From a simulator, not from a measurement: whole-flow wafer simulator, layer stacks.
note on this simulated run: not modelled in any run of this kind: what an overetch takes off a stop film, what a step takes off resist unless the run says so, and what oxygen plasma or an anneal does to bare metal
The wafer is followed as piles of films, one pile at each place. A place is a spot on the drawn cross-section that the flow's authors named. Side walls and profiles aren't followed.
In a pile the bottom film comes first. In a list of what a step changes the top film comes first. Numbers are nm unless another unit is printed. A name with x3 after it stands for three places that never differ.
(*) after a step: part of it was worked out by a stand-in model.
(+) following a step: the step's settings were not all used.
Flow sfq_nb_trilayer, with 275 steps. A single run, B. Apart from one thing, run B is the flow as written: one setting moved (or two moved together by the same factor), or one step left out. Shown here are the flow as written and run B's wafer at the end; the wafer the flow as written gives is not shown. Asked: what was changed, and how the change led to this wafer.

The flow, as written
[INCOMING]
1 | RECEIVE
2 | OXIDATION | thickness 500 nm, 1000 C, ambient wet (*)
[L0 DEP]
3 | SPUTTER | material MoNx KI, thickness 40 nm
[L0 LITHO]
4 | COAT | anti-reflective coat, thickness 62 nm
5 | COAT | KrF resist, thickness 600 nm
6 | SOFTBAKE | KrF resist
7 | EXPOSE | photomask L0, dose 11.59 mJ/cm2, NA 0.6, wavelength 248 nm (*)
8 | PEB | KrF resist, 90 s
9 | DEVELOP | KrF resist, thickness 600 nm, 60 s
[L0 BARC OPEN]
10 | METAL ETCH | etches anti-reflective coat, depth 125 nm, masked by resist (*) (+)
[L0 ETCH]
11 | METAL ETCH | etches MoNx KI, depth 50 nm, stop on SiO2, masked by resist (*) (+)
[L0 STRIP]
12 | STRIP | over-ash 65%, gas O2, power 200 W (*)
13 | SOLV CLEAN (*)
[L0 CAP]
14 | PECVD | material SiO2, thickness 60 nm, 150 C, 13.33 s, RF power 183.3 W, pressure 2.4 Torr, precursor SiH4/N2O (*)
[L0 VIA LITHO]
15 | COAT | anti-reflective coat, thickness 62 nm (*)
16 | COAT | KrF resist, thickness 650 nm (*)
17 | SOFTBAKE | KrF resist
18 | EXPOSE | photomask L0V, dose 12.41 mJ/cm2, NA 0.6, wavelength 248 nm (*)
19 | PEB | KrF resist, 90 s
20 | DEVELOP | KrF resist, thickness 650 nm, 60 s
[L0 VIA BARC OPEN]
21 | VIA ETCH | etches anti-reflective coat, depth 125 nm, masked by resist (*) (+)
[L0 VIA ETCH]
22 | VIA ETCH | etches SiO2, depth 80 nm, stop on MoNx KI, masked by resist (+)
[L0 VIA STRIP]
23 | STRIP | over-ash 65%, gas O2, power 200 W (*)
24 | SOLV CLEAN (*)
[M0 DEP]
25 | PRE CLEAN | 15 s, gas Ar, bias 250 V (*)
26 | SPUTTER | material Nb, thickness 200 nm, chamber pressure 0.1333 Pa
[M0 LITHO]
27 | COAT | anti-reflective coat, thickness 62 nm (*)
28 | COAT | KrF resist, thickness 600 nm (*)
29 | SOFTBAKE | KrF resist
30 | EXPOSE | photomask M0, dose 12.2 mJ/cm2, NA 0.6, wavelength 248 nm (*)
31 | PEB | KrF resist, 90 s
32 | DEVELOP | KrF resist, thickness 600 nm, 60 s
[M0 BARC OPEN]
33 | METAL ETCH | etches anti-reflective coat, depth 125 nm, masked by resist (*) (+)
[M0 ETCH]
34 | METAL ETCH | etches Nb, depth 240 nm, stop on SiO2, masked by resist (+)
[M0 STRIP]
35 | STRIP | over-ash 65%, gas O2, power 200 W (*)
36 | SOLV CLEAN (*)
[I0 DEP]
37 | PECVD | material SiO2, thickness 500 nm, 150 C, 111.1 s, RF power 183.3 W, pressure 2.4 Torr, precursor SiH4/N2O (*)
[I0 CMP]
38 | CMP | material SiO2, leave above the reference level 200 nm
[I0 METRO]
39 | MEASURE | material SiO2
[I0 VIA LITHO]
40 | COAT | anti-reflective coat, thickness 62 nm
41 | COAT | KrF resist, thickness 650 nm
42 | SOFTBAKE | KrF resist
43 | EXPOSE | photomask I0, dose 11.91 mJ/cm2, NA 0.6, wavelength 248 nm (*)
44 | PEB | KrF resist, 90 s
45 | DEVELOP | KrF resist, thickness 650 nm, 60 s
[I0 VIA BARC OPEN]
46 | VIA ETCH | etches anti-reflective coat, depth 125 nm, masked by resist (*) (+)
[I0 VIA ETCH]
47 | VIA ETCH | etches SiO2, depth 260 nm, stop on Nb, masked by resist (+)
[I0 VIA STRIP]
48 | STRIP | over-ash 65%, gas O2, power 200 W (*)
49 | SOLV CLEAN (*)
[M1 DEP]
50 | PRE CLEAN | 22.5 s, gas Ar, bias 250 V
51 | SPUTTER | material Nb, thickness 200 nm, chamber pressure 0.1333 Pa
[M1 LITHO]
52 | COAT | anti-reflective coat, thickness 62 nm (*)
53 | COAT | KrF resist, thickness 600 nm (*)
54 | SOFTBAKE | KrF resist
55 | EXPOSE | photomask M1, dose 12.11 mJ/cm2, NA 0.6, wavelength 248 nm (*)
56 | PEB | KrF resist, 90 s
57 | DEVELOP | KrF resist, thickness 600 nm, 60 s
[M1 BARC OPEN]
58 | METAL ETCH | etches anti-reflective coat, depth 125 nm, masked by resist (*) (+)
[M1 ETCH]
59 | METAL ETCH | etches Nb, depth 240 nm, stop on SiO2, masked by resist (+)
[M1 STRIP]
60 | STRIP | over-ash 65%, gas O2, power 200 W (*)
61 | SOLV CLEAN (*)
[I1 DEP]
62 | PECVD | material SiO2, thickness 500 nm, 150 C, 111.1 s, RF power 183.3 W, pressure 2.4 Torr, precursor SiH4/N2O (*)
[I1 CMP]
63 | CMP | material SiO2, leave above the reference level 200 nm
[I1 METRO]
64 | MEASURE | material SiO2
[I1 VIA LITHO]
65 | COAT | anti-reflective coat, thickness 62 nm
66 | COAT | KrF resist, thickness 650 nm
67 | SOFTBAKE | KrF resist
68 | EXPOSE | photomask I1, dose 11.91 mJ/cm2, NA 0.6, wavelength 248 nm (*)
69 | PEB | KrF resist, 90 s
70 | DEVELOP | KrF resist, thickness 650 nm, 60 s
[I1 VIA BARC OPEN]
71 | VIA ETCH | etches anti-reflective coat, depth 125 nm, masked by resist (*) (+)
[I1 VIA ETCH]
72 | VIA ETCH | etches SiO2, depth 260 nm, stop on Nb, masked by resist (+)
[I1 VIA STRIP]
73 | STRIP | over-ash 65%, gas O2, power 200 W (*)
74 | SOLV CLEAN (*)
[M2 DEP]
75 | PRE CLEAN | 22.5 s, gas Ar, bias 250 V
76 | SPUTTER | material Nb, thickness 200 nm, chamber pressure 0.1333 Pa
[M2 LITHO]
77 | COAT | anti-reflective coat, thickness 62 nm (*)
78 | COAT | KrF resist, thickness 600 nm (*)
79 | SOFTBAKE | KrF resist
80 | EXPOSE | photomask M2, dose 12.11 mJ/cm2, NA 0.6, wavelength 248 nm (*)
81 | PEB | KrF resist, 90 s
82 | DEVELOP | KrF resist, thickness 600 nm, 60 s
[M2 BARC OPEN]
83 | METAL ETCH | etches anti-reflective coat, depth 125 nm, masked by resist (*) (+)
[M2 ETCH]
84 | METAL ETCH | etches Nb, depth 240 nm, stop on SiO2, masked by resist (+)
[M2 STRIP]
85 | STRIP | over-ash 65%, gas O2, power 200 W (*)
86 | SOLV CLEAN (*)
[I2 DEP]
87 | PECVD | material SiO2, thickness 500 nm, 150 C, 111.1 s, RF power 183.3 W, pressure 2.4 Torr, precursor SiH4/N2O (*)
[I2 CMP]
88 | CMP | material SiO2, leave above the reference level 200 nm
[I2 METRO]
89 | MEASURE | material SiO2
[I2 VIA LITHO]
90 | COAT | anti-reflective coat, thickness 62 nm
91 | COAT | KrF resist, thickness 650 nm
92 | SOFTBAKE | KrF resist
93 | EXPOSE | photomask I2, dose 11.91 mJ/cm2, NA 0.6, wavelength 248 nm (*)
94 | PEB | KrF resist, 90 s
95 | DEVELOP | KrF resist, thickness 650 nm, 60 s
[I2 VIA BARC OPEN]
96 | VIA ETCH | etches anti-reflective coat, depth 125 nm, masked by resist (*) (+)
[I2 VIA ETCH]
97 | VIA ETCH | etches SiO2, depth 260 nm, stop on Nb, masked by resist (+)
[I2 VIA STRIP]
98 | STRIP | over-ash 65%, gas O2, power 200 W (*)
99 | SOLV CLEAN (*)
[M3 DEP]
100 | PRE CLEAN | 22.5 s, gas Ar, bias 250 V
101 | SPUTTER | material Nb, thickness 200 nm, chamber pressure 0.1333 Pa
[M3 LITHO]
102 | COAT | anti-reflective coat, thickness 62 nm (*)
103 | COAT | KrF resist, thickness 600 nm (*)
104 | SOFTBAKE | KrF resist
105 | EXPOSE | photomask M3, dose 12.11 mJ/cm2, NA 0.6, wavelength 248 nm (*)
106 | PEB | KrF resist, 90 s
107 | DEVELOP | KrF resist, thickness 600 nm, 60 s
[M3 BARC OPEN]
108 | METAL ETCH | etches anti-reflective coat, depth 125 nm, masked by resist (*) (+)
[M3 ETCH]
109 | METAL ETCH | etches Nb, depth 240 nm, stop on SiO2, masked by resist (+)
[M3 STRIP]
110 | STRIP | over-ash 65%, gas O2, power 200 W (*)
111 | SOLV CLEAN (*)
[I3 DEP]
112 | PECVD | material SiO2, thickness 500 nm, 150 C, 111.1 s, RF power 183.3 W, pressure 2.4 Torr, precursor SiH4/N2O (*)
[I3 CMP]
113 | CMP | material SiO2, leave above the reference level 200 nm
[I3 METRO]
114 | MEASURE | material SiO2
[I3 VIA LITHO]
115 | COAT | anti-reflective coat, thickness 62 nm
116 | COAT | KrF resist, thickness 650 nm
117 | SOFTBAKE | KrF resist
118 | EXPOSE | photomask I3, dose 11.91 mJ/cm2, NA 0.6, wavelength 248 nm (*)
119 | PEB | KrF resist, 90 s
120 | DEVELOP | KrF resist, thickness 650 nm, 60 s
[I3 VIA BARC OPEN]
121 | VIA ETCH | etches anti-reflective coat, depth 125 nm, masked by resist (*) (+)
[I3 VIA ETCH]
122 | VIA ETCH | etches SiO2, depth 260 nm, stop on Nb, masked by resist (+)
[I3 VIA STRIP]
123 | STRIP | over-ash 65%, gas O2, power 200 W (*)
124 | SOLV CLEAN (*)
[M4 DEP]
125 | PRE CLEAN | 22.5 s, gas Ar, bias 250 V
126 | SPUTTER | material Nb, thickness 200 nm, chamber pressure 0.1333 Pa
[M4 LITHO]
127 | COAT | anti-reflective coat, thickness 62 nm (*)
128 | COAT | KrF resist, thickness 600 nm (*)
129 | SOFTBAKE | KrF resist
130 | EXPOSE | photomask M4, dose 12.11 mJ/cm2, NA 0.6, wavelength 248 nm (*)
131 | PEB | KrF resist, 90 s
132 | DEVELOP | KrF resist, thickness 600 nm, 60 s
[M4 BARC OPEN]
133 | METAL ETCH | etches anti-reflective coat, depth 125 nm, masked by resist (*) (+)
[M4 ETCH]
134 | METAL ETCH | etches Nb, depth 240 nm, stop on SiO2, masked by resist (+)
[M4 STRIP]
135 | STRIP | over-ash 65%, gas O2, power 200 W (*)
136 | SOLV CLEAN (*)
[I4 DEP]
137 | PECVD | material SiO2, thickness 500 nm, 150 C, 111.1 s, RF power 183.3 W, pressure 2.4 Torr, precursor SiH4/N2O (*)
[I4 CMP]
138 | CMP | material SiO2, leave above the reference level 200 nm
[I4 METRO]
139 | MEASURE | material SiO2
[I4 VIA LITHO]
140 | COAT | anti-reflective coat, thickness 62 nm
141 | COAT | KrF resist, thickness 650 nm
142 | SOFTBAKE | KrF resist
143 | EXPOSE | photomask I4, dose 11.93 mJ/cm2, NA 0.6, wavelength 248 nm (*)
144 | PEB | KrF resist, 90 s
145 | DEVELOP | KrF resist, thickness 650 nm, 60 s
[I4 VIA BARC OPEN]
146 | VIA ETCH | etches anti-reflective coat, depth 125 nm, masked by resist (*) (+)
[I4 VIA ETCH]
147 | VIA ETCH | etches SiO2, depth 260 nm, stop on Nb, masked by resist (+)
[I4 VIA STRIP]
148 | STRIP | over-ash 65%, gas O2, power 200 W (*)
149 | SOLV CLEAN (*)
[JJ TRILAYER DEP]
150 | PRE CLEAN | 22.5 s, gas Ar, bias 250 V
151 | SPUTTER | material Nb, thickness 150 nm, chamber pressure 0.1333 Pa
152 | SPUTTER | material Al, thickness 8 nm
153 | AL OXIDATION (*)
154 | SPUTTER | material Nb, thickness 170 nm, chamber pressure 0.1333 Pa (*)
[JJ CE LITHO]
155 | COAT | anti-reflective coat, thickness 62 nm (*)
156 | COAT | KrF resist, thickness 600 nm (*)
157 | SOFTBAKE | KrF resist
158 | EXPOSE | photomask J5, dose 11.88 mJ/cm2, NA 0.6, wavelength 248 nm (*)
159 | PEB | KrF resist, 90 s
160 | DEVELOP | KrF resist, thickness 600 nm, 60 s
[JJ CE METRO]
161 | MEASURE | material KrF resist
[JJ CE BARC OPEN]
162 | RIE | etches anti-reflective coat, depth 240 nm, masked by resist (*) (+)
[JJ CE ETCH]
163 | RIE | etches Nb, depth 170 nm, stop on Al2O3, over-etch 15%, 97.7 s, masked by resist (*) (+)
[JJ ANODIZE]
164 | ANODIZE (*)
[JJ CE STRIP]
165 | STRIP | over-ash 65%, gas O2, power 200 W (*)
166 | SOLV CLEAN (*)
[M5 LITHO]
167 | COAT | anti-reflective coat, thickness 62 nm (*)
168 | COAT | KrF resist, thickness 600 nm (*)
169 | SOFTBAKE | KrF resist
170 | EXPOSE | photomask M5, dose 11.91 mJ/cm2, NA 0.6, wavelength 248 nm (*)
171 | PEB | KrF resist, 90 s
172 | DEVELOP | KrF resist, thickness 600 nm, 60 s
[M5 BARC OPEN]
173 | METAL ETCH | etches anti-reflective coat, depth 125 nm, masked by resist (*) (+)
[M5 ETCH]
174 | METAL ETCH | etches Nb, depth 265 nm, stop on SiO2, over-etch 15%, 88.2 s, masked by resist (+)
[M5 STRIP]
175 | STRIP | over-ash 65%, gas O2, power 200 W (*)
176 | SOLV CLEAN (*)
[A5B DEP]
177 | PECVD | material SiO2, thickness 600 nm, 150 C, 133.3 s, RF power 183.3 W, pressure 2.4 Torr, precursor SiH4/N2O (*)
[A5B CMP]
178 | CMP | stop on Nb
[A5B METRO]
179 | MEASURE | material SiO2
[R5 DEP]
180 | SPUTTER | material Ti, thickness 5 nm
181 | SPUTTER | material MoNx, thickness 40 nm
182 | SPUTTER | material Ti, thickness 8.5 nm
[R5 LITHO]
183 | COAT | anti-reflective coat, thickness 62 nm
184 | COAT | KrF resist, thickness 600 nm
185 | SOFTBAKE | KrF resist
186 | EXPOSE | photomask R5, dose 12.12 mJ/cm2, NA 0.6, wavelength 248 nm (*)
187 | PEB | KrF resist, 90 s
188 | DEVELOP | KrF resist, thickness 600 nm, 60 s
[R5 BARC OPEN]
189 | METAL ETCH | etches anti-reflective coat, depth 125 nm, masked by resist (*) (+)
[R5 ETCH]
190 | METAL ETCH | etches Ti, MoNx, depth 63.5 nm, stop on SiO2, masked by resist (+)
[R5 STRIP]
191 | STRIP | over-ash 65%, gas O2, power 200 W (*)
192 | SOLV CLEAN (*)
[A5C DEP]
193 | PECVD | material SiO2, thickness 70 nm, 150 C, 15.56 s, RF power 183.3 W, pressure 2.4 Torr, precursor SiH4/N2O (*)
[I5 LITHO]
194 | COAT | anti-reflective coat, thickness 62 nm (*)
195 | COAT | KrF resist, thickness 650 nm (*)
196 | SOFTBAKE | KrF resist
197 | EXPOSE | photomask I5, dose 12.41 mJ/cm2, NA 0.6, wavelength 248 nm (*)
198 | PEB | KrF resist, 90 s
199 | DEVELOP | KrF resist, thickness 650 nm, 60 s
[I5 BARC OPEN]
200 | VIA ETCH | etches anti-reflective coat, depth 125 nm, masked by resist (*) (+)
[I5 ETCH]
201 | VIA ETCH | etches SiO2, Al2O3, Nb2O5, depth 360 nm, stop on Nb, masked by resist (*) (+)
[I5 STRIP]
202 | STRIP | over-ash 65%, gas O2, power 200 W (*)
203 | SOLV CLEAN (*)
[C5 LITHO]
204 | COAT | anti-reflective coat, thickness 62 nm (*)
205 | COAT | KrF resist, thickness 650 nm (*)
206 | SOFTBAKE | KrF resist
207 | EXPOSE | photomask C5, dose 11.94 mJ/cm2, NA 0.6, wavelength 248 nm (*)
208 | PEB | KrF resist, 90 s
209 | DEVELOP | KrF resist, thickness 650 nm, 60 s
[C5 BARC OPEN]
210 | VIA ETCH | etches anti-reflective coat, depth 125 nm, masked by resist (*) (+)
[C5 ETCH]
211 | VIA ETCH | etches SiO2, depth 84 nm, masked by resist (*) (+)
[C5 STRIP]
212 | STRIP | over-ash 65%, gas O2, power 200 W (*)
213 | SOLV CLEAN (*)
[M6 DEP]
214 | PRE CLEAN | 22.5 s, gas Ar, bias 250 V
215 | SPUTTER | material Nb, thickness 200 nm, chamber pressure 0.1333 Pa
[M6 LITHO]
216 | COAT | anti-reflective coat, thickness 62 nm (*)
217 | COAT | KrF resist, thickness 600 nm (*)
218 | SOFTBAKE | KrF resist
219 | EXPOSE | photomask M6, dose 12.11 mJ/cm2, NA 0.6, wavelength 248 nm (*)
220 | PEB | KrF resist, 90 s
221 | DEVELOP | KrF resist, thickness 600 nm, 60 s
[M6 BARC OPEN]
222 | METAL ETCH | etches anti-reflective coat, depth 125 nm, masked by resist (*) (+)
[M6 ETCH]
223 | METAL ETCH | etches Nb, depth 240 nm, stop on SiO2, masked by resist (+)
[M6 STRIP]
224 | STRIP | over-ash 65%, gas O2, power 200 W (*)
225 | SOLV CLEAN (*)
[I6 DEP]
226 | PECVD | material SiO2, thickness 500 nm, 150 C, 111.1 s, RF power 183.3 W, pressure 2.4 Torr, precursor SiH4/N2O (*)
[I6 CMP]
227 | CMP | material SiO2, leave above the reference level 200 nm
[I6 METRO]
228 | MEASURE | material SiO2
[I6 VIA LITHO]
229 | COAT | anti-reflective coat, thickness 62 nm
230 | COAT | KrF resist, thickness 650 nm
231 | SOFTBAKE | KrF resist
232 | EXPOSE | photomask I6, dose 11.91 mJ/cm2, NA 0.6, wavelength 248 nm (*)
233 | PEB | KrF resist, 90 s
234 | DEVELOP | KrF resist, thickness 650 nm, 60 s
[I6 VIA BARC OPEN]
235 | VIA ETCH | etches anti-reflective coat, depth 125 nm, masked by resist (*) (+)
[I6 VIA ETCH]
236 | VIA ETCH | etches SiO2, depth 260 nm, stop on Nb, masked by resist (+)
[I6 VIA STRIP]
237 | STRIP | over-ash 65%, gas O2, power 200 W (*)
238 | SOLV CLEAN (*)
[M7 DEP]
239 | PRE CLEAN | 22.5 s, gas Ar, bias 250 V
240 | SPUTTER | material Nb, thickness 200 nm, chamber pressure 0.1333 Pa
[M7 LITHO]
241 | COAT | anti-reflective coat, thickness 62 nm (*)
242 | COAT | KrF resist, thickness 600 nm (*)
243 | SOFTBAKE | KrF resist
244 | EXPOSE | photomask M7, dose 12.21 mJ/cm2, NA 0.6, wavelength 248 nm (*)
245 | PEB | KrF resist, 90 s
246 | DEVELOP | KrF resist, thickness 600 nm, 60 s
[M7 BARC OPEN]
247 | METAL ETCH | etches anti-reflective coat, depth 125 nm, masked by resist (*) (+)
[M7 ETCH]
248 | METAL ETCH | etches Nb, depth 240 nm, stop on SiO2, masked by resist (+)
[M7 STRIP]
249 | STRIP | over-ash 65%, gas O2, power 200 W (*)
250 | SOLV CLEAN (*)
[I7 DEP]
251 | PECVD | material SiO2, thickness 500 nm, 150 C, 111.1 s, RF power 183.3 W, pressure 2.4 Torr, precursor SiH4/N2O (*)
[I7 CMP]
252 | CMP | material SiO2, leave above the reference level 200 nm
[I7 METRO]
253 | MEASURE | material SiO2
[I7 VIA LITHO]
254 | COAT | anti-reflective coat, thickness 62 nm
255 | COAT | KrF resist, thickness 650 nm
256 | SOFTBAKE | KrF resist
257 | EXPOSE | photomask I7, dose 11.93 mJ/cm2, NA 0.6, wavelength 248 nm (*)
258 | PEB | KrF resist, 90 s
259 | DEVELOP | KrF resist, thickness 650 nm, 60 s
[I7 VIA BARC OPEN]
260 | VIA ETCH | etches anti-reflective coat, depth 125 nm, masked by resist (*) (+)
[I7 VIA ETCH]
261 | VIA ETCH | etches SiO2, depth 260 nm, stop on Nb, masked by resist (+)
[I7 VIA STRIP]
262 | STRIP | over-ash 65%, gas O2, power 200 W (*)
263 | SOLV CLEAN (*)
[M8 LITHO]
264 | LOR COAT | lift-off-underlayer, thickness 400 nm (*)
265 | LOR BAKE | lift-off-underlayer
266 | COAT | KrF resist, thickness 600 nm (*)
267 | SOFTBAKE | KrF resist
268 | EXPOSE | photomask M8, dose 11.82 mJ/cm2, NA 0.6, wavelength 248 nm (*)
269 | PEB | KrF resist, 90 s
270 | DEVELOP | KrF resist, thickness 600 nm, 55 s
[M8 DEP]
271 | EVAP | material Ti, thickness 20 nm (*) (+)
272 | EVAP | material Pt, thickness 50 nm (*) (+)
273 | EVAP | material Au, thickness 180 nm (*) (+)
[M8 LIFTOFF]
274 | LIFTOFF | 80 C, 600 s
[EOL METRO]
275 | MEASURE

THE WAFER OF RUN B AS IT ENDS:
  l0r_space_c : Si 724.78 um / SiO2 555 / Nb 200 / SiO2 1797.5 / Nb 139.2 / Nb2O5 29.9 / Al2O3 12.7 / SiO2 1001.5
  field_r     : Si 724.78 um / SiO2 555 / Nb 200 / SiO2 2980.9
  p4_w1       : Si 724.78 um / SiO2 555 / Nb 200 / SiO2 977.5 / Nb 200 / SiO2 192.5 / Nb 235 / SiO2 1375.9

The reason: step 126, SPUTTER: thickness 235 nm was run, though the flow has thickness 200 nm.
The wafer lets one read it off: p4_w1 has Nb 235, and step 126 as written asks for 200 nm.

Step by step, how the change led to this:
  126 | SPUTTER | material Nb, thickness 200 nm, chamber pressure 0.1333 Pa
      field_l, v_sur, via_wl and 102 more: +235 Nb (new film) (in the flow as written it would be: +200 Nb (new film))
      via_v: +194.9 Nb (in the flow as written it would be: +165.5 Nb)
  134 | METAL ETCH | etches Nb, depth 240 nm, stop on SiO2, masked by resist (+)
      field_l, be, be_sur and 64 more: -235 Nb (all of it) (in the flow as written it would be: -200 Nb (all of it))
  137 | PECVD | material SiO2, thickness 500 nm, 150 C, 111.1 s, RF power 183.3 W, pressure 2.4 Torr, precursor SiH4/N2O (*)
      p3_s0, p3_s1, p3_s2, p3_s3, p3_s4, p3_s5: +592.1 SiO2 (in the flow as written it would be: +557.1 SiO2)
  138 | CMP | material SiO2, leave above the reference level 200 nm
      field_l, be, be_sur and 55 more: -65 SiO2 (in the flow as written it would be: -100 SiO2)
      lsp_r, l0_sur, l0v: -55.5 SiO2 (in the flow as written it would be: -91.9 SiO2)
